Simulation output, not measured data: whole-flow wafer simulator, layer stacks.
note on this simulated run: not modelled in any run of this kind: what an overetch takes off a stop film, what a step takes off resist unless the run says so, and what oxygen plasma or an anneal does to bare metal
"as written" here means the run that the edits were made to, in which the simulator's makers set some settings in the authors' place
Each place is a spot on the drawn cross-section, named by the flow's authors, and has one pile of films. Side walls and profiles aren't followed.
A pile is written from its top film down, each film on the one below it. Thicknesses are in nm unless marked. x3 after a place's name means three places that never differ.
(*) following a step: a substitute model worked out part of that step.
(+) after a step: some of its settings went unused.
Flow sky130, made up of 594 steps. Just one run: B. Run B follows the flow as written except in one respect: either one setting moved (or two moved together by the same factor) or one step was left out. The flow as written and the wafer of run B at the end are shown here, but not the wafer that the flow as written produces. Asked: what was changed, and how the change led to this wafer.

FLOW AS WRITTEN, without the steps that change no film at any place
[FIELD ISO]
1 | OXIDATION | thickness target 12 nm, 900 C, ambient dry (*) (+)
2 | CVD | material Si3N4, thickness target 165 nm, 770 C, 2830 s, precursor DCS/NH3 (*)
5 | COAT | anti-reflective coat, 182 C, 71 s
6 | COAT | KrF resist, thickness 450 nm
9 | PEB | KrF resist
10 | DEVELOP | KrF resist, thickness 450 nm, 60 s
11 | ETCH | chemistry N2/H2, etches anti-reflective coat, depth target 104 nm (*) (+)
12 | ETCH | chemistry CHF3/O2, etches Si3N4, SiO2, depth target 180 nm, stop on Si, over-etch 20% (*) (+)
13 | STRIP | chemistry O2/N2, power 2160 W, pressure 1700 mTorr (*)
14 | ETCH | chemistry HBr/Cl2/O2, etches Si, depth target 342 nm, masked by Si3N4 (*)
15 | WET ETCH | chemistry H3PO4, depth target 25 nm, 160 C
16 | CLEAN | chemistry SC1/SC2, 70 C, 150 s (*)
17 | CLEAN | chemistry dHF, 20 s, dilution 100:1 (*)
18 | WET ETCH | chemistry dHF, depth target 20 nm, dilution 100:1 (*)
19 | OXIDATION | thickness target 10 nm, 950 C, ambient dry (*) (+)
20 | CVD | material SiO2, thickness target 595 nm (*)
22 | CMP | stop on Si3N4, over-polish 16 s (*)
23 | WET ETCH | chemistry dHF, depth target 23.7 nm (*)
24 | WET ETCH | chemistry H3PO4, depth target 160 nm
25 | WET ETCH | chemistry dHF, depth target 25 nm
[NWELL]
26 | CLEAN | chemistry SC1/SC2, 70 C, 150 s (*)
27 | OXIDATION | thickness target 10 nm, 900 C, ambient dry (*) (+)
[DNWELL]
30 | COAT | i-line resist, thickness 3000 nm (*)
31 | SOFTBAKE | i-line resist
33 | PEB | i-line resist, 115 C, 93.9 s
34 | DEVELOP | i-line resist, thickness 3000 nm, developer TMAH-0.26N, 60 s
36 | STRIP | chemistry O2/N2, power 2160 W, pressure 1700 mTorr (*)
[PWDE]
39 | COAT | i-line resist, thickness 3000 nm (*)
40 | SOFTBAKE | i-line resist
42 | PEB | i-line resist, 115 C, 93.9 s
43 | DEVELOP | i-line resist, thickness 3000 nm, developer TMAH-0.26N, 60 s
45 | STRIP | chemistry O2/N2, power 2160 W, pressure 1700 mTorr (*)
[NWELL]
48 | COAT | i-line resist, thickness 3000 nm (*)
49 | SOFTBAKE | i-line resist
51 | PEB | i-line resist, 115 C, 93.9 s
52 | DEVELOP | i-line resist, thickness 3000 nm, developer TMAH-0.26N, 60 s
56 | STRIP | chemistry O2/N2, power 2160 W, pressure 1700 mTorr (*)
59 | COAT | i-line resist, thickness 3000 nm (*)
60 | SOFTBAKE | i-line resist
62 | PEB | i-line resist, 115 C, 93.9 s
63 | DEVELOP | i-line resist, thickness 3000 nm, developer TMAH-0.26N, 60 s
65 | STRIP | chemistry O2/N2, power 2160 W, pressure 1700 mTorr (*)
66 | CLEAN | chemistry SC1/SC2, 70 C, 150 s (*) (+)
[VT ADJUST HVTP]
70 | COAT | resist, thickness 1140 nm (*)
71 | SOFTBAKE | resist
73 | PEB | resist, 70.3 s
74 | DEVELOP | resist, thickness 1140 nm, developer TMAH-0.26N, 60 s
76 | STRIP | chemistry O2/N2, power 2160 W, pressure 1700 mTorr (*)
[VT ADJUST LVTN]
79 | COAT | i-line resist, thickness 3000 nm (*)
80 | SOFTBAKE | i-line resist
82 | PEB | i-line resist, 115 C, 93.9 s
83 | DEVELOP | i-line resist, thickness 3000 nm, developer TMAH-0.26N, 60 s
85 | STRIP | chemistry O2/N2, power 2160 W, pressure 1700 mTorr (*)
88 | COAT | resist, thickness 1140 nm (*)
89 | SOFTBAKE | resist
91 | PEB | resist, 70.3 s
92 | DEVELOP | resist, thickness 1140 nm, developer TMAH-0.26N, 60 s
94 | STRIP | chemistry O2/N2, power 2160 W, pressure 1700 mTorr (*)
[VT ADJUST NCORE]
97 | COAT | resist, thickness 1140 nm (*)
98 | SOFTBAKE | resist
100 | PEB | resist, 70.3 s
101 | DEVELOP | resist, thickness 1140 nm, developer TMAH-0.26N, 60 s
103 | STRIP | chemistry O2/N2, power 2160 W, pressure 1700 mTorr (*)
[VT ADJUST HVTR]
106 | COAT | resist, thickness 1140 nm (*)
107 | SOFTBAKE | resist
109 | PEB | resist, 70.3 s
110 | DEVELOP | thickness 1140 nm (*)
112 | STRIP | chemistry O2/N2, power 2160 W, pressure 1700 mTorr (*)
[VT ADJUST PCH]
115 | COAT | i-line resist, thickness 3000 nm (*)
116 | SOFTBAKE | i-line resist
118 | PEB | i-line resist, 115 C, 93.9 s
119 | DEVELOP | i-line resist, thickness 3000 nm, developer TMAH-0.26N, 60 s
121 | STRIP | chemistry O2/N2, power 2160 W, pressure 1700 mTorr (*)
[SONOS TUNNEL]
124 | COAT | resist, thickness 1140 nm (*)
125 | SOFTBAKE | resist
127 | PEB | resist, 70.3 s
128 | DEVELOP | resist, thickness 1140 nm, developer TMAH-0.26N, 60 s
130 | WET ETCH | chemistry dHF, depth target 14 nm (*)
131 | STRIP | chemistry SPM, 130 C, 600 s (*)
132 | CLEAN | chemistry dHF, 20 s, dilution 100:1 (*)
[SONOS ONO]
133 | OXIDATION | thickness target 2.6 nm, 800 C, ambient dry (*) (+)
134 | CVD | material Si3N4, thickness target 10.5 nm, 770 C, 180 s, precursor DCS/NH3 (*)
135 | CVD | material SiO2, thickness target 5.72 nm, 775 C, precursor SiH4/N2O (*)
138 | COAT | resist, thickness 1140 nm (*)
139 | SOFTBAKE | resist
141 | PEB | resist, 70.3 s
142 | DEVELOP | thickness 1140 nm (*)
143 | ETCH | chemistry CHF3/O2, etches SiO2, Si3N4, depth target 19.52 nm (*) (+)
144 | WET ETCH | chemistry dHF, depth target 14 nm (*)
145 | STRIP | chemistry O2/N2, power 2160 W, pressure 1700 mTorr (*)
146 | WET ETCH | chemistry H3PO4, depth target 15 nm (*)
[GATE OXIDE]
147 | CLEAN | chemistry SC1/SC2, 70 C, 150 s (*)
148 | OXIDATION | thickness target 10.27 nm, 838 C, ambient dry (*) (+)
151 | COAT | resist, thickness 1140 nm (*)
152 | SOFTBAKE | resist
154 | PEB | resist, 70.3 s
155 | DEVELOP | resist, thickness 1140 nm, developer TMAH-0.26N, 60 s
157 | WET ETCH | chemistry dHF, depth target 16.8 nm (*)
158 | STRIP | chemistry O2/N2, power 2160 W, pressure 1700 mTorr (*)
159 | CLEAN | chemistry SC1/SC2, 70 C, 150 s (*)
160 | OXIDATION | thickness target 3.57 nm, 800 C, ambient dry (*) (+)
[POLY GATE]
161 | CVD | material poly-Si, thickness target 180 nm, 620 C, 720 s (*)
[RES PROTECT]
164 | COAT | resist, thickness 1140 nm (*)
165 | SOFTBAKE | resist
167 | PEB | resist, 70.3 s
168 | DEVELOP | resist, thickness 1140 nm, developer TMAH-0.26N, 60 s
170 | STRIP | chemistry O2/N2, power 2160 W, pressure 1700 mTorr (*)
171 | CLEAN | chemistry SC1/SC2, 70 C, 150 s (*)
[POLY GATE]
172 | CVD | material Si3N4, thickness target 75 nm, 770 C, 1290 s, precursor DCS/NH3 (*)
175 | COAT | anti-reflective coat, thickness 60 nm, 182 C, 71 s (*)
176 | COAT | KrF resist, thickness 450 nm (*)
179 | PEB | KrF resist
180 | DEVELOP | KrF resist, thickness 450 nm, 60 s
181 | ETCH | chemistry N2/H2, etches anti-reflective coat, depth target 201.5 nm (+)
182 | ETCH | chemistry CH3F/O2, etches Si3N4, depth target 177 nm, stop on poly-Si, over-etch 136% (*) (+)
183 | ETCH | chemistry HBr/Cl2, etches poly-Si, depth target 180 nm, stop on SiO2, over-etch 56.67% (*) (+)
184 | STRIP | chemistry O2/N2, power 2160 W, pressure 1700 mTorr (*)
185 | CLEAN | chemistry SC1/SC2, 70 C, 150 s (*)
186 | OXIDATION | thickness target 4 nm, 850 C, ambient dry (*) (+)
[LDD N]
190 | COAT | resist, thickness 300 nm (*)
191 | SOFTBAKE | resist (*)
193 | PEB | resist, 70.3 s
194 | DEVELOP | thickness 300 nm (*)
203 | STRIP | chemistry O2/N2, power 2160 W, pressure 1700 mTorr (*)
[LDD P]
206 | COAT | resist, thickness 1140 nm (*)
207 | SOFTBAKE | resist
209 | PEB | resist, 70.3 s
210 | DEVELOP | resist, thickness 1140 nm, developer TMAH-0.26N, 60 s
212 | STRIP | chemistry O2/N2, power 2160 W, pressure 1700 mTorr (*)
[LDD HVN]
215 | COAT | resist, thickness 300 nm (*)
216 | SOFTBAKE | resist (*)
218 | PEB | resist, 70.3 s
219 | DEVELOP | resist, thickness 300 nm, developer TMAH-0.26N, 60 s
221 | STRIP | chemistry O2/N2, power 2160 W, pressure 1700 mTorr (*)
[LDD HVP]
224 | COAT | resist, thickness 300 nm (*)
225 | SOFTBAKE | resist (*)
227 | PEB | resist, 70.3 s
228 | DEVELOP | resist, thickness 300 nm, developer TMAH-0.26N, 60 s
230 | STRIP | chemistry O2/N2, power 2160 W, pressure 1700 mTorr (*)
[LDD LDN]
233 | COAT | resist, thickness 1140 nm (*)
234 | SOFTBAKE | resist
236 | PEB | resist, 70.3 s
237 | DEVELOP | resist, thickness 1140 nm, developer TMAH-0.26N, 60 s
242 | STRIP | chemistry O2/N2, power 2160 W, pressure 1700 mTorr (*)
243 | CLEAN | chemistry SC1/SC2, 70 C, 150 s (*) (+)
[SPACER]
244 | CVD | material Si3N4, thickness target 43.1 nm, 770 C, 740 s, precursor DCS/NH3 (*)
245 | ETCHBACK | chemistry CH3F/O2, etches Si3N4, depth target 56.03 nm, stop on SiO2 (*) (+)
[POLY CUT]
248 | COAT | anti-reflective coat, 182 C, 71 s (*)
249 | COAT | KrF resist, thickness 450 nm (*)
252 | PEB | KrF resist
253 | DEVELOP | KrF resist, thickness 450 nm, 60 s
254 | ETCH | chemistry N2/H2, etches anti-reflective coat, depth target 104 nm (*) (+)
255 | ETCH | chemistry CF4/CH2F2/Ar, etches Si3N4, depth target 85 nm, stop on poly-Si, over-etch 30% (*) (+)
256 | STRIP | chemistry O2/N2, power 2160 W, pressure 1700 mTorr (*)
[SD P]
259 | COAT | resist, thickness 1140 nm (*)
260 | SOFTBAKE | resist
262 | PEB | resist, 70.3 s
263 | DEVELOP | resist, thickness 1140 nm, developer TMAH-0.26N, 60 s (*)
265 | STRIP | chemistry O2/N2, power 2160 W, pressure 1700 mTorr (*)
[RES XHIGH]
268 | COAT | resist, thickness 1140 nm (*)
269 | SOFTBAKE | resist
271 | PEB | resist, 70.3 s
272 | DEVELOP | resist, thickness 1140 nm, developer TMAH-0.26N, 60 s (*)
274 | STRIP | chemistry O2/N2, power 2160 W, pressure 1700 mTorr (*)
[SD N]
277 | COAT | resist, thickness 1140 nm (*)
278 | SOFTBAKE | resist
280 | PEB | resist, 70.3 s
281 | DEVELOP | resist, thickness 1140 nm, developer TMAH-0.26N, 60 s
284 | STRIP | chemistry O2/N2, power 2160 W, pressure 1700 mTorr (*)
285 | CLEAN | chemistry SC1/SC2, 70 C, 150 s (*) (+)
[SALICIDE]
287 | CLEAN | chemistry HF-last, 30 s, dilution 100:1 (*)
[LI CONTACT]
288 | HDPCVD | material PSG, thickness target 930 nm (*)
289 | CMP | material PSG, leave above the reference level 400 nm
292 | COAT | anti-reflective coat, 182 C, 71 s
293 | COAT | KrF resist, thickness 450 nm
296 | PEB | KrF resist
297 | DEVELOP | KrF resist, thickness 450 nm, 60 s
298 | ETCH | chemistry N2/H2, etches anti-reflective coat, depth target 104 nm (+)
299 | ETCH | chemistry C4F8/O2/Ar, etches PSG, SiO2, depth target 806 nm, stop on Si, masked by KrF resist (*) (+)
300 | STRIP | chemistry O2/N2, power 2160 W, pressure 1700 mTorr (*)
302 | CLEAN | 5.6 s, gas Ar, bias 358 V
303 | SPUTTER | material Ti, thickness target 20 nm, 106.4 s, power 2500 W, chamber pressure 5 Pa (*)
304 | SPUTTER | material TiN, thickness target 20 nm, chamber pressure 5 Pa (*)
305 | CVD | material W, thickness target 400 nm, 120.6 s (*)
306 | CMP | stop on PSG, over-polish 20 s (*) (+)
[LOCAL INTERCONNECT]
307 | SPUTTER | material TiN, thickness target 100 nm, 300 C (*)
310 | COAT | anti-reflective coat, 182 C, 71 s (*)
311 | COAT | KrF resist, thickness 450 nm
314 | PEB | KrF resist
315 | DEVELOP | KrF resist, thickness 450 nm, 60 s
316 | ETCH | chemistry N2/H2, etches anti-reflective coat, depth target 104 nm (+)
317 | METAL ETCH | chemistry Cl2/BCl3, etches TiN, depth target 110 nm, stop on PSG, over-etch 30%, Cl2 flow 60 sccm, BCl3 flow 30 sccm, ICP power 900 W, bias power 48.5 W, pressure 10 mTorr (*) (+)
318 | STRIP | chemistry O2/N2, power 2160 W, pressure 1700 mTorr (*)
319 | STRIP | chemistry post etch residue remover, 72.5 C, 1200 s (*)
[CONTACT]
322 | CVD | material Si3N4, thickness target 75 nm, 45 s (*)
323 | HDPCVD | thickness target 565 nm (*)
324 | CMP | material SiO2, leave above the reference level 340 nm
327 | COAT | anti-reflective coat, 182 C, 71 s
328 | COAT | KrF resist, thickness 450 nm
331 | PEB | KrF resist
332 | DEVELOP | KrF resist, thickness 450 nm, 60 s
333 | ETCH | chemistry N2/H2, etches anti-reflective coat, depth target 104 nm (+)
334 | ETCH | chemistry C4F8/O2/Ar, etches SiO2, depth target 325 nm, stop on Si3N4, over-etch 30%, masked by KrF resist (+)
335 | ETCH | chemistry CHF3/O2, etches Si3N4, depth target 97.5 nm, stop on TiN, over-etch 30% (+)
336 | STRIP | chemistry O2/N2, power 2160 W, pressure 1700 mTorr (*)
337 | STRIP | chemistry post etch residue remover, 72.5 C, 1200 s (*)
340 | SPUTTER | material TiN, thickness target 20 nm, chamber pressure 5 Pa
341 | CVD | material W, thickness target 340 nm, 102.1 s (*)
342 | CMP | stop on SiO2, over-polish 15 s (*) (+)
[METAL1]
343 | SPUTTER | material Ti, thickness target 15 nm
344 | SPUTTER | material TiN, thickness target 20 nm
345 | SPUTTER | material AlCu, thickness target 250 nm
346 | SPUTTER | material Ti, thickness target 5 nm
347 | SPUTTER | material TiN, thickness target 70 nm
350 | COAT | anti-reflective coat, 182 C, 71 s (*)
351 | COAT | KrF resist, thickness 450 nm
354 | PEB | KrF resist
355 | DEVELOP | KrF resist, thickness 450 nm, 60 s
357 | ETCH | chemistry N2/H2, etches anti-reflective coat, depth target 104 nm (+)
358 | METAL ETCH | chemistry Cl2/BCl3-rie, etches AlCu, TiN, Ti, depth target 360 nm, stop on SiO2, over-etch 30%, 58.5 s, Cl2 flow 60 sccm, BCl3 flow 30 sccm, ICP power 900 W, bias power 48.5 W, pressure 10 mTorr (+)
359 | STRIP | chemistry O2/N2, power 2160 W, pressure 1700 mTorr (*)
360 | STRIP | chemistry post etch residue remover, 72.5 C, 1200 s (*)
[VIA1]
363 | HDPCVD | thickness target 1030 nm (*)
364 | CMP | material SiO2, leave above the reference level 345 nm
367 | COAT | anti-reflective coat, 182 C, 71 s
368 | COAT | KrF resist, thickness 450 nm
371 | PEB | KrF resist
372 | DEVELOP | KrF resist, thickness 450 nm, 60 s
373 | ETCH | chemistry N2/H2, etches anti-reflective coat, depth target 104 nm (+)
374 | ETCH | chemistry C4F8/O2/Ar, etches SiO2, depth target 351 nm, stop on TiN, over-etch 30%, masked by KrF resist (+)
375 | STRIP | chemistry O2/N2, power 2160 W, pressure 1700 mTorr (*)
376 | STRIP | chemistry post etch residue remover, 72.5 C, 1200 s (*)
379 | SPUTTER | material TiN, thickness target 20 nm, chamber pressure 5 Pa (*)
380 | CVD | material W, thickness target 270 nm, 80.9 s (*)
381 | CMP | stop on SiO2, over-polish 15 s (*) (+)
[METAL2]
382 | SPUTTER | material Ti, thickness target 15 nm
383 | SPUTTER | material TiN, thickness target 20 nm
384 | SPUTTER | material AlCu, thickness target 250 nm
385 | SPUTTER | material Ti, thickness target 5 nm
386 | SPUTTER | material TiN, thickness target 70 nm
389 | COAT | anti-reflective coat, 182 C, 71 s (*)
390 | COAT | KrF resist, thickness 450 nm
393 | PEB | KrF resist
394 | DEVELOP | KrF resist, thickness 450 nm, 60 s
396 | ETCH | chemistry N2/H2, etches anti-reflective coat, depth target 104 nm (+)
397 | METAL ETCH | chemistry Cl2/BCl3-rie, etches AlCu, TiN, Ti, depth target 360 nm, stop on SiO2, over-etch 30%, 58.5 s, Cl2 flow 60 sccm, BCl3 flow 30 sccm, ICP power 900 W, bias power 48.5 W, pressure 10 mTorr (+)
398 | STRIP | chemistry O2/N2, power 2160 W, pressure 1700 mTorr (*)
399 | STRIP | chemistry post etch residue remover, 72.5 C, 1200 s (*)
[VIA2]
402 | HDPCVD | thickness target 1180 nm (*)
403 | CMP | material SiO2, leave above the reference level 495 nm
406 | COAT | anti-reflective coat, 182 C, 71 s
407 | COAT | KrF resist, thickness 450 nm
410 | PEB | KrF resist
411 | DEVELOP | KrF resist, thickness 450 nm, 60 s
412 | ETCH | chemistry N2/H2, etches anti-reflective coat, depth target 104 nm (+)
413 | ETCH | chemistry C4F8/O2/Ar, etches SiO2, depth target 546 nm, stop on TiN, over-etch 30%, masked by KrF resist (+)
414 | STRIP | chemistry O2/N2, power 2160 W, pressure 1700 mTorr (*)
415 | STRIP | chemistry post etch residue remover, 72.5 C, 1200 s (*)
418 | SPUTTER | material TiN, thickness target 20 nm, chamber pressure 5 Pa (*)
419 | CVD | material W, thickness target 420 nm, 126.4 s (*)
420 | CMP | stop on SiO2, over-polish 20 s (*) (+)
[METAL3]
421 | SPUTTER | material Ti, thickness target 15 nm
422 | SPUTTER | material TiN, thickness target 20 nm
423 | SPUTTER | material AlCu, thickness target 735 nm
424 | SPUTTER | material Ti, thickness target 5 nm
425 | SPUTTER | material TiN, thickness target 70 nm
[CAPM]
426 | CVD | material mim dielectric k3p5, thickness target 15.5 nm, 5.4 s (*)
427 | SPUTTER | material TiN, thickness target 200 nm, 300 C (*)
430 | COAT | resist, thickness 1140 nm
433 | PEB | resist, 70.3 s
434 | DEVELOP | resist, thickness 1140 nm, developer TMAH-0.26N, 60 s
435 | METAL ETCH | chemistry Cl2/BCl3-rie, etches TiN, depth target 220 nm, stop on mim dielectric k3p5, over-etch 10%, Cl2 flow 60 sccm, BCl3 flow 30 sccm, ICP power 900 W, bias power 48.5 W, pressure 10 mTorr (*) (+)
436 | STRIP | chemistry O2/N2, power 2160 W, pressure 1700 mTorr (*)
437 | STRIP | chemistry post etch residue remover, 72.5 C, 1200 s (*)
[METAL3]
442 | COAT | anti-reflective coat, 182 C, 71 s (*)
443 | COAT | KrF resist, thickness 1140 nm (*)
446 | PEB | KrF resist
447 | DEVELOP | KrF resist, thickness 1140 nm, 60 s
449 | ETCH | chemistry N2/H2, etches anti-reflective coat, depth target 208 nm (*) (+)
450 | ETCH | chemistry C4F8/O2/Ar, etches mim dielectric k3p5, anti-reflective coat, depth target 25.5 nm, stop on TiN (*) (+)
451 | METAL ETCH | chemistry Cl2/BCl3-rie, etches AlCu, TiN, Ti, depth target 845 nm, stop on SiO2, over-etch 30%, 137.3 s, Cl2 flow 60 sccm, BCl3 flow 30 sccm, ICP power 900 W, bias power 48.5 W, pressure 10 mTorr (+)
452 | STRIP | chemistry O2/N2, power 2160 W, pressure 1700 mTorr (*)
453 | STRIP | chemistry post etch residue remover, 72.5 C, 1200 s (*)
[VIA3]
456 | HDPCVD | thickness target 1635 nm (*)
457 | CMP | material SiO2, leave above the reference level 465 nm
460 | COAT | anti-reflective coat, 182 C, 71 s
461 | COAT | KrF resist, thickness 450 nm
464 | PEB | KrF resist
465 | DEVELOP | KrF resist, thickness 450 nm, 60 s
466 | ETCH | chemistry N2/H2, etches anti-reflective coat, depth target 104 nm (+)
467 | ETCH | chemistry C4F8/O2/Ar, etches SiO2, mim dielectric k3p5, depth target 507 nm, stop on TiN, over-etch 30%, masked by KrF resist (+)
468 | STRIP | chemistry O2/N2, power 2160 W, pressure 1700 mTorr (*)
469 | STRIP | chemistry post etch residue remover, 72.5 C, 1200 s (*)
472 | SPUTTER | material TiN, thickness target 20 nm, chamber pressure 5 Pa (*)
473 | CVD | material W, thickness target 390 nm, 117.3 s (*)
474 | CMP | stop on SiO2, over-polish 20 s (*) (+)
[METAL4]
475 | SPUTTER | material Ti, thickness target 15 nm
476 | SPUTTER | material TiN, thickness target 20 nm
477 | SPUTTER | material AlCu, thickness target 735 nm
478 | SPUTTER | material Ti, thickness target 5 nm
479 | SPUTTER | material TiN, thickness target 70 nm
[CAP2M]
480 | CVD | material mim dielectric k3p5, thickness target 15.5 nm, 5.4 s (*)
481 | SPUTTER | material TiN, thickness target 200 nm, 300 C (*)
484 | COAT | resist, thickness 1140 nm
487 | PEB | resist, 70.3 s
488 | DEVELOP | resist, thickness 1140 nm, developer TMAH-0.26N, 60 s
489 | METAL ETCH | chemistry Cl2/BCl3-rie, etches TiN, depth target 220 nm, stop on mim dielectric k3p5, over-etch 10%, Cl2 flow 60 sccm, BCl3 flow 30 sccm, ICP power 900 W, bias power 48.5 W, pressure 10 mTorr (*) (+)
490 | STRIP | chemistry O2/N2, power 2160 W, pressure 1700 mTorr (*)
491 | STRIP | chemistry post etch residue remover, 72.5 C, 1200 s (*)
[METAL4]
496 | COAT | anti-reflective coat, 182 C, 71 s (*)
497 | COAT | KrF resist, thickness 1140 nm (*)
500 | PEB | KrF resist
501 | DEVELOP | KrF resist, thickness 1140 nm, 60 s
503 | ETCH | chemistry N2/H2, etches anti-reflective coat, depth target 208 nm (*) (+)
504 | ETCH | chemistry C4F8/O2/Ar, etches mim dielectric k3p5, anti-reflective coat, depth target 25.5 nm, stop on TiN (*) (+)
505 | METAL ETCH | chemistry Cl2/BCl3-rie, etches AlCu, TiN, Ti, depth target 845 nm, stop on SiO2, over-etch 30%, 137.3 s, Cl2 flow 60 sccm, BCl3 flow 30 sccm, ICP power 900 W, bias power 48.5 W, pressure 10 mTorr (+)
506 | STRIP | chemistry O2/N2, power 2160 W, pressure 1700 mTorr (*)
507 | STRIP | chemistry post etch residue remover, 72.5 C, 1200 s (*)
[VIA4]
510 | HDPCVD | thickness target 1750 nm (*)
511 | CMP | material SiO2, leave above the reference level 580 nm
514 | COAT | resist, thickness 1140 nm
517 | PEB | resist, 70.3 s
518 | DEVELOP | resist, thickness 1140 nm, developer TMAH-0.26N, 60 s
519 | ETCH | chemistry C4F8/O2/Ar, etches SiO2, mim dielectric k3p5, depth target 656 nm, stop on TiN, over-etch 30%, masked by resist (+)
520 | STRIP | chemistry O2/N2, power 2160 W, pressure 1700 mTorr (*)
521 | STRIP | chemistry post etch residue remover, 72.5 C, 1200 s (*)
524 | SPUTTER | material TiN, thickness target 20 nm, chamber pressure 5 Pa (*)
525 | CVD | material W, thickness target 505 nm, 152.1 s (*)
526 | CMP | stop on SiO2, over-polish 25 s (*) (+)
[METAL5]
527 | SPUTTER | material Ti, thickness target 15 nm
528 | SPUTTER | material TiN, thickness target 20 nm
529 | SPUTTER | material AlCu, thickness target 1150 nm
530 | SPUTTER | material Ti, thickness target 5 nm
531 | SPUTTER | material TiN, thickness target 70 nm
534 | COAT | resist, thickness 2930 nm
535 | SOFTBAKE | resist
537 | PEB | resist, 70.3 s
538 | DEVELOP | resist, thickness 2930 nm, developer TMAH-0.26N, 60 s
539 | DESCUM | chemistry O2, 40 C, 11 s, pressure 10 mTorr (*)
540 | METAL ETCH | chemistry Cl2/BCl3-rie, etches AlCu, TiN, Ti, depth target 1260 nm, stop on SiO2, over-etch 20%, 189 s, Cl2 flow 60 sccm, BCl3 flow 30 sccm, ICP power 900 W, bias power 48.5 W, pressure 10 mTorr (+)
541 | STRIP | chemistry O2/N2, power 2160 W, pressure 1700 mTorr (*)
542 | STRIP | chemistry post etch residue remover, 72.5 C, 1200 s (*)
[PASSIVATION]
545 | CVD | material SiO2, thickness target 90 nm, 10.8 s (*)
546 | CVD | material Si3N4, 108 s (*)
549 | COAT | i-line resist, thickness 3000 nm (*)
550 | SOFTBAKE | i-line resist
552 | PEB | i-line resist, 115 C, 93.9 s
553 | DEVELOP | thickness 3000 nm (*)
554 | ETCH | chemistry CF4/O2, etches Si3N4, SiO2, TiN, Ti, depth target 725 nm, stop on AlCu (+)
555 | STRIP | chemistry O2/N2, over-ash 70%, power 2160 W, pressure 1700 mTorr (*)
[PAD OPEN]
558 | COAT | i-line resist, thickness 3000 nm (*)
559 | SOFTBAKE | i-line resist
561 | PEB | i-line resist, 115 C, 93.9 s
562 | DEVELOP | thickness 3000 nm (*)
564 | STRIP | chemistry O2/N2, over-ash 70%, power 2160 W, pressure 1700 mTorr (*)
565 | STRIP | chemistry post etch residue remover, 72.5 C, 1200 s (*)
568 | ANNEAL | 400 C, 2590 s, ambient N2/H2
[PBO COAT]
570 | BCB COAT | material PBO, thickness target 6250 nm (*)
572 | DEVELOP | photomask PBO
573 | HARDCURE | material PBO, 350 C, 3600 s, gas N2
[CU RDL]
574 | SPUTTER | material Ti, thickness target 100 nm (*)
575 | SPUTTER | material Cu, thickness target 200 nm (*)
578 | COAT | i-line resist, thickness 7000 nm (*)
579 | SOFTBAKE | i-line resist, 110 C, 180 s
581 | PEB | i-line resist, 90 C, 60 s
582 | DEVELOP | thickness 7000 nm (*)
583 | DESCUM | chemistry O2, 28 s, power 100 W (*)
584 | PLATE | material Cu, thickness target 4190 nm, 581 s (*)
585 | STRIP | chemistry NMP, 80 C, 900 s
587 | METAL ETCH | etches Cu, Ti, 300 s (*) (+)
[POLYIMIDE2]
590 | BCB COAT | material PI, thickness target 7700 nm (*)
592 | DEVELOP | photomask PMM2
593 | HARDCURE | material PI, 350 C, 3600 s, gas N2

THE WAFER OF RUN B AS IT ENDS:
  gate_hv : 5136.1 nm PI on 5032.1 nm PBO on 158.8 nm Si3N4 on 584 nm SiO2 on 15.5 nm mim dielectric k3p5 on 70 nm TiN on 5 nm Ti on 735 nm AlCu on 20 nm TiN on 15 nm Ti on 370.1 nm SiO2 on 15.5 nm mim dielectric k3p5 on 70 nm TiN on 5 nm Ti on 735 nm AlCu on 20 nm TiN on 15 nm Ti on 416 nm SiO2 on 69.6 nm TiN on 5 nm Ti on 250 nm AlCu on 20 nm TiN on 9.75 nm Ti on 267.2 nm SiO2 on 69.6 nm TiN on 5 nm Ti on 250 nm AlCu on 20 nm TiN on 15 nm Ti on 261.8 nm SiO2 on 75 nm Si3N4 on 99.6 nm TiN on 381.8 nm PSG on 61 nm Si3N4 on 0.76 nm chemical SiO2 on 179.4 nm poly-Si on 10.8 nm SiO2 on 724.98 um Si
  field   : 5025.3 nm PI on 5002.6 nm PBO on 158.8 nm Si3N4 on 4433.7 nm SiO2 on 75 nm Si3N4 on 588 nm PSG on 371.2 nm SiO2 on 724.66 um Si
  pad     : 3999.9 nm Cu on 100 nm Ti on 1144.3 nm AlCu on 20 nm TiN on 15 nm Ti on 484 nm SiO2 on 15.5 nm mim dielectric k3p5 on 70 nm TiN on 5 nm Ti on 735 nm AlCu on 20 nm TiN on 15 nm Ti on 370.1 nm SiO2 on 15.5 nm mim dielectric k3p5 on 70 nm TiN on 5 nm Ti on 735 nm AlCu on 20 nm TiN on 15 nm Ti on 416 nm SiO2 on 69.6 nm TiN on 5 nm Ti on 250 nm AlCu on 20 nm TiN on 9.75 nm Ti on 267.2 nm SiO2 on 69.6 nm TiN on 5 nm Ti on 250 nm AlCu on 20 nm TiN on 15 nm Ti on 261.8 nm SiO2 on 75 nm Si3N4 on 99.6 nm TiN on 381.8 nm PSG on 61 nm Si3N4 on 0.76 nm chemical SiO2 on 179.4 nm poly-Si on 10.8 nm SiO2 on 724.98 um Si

Cause: step 382, SPUTTER: thickness target 9.75 nm was run, whereas the flow has thickness target 15 nm.
The wafer lets one read it off: gate_hv has Ti 9.75, and step 382 as written asks for 15 nm.

The path from the change to this, step by step:
  382 | SPUTTER | material Ti, thickness target 15 nm
      field, active, n_well and 188 more: +9.75 Ti (new film) (as written it would have been: +15 Ti (new film))
  397 | METAL ETCH | chemistry Cl2/BCl3-rie, etches AlCu, TiN, Ti, depth target 360 nm, stop on SiO2, over-etch 30%, 58.5 s, Cl2 flow 60 sccm, BCl3 flow 30 sccm, ICP power 900 W, bias power 48.5 W, pressure 10 mTorr (+)
      field, active, gate and 82 more: -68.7 TiN (all of it), -5 Ti (all of it), -250 AlCu (all of it), -20 TiN (all of it), -9.75 Ti (all of it), -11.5 SiO2 (as written it would have been: -68.7 TiN (all of it), -5 Ti (all of it), -250 AlCu (all of it), -20 TiN (all of it), -15 Ti (all of it), -10.9 SiO2)
